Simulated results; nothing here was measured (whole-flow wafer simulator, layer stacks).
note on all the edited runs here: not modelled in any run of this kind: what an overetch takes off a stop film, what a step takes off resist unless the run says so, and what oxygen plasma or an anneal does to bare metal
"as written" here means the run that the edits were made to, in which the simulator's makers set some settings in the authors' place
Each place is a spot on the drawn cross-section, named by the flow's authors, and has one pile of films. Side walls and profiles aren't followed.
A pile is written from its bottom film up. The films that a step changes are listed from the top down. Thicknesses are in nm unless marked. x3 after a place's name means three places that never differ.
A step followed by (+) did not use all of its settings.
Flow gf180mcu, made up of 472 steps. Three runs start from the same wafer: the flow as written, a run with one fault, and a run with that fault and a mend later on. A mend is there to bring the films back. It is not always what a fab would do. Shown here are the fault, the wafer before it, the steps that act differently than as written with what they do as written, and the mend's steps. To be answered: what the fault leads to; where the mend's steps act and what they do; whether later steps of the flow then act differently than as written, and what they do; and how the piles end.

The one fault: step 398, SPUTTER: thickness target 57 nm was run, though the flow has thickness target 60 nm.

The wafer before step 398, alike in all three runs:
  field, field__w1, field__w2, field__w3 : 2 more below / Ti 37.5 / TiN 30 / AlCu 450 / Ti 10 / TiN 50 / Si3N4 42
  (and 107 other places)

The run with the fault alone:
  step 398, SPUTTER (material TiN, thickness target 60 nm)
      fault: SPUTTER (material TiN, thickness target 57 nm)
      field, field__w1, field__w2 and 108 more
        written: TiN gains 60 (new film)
        fault: TiN gains 57 (new film)
  Steps further on in the flow that do not act as written (10 other steps are not shown; they differ only slightly, by no more than 2% or 0.5 nm, whichever is larger):
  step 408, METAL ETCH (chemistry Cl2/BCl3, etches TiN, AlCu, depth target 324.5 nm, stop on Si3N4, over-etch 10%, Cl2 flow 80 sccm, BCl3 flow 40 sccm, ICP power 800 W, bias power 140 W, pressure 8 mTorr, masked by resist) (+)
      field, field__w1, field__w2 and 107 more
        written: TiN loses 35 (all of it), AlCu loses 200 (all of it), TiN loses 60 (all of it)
        fault: TiN loses 35 (all of it), AlCu loses 200 (all of it), TiN loses 57 (all of it)
  At mim, the piles at the end differ from the flow's by more than 2% or 0.5 nm, whichever is larger.
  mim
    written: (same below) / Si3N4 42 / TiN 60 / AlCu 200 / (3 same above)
    fault: (same below) / Si3N4 42 / TiN 57 / AlCu 200 / (3 same above)

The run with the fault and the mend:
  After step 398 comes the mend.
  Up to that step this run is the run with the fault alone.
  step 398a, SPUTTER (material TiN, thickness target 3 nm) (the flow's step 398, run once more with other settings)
      field, field__w1, field__w2 and 108 more
        TiN gains 3
  Every later step of the flow that is run acts as written at every place that is followed.
  At every place that both follow, the piles at the end match the flow's.
